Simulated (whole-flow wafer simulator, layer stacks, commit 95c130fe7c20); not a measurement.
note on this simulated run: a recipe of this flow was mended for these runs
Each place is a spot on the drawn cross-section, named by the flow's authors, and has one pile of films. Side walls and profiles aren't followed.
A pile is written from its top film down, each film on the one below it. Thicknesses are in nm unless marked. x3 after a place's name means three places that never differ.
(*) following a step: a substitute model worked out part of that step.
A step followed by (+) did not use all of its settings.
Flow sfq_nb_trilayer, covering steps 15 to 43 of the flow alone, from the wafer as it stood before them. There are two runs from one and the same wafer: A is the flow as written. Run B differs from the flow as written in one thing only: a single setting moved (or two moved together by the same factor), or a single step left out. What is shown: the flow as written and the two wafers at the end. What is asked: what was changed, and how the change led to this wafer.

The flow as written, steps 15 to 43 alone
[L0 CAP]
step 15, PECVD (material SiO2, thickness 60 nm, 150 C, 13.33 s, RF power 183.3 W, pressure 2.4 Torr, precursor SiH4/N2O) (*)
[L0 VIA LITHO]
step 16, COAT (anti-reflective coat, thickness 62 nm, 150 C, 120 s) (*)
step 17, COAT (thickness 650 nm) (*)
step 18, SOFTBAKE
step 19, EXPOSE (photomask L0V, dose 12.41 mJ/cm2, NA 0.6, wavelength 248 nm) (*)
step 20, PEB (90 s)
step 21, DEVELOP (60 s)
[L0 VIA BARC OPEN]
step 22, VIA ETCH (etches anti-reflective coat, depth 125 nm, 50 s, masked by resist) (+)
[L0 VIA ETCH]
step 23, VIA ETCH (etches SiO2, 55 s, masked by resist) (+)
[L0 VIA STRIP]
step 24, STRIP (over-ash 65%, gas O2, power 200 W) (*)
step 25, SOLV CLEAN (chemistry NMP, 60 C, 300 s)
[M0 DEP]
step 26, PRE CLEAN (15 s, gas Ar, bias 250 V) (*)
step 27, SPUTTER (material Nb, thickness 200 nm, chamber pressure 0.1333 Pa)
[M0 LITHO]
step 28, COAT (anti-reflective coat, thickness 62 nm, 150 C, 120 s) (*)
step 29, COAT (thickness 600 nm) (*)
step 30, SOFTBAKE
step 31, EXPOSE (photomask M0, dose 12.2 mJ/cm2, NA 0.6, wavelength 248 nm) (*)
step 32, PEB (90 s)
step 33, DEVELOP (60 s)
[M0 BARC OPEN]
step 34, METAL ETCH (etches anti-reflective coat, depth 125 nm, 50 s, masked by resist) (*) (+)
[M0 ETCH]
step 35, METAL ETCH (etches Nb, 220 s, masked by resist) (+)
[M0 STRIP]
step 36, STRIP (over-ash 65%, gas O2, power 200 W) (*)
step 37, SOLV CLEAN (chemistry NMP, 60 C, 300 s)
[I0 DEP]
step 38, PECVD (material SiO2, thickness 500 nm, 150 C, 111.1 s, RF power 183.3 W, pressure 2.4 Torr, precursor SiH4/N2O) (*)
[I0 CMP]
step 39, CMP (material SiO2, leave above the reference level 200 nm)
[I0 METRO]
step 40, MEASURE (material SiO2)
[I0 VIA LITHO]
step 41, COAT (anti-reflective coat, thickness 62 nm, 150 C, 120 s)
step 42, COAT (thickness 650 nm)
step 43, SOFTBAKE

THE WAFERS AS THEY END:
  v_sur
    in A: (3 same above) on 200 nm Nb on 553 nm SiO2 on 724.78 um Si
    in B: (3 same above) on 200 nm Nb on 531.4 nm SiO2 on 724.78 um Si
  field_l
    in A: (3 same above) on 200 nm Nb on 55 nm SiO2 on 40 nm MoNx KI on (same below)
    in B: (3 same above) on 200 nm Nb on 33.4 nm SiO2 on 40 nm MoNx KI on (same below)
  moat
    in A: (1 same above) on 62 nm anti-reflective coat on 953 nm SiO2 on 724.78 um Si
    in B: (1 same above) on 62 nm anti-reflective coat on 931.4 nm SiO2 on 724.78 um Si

The reason: step 15, PECVD: thickness 38.4 nm was run, while the flow as written has thickness 60 nm; step 15, PECVD: 8.533 s was run, where the flow has 13.33 s.

The path from the change to this, step by step:
  step 15, PECVD (material SiO2, thickness 60 nm, 150 C, 13.33 s, RF power 183.3 W, pressure 2.4 Torr, precursor SiH4/N2O) (*)
      v_sur, via_wl, via_w and 97 more: A SiO2 gains 60 | B SiO2 gains 38.4
      field_l, l0_sur, l0v, l0r_line_l, l0r_line_c, l0r_line_r: A SiO2 gains 60 (new film) | B SiO2 gains 38.4 (new film)
  step 23, VIA ETCH (etches SiO2, 55 s, masked by resist) (+)
      l0v: A SiO2 loses 59.7 (all of it), MoNx KI loses 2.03 | B SiO2 loses 38.1 (all of it), MoNx KI loses 4.19
  step 27, SPUTTER (material Nb, thickness 200 nm, chamber pressure 0.1333 Pa)
      l0v: A Nb gains 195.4 (new film) | B Nb gains 200 (new film)
  step 28, COAT (anti-reflective coat, thickness 62 nm, 150 C, 120 s) (*)
      ln_m6: A anti-reflective coat gains 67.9 (new film) | B anti-reflective coat gains 66.2 (new film)
      l0_sur: A anti-reflective coat gains 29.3 (new film) | B anti-reflective coat gains 36.1 (new film)
      (also at 1 further place)
  step 36, STRIP (over-ash 65%, gas O2, power 200 W) (*)
      ln_m6: A KrF-resist-other-grade loses 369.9 (all of it), anti-reflective coat loses 67.9 (all of it) | B KrF-resist-other-grade loses 371.9 (all of it), anti-reflective coat loses 66.2 (all of it)
      l0_sur: A KrF-resist-other-grade loses 370 (all of it), anti-reflective coat loses 29.3 (all of it) | B KrF-resist-other-grade loses 366.4 (all of it), anti-reflective coat loses 36.1 (all of it)
      (also at 1 further place)
  step 39, CMP (material SiO2, leave above the reference level 200 nm)
      l0v: A SiO2 loses 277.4 | B SiO2 loses 301.5
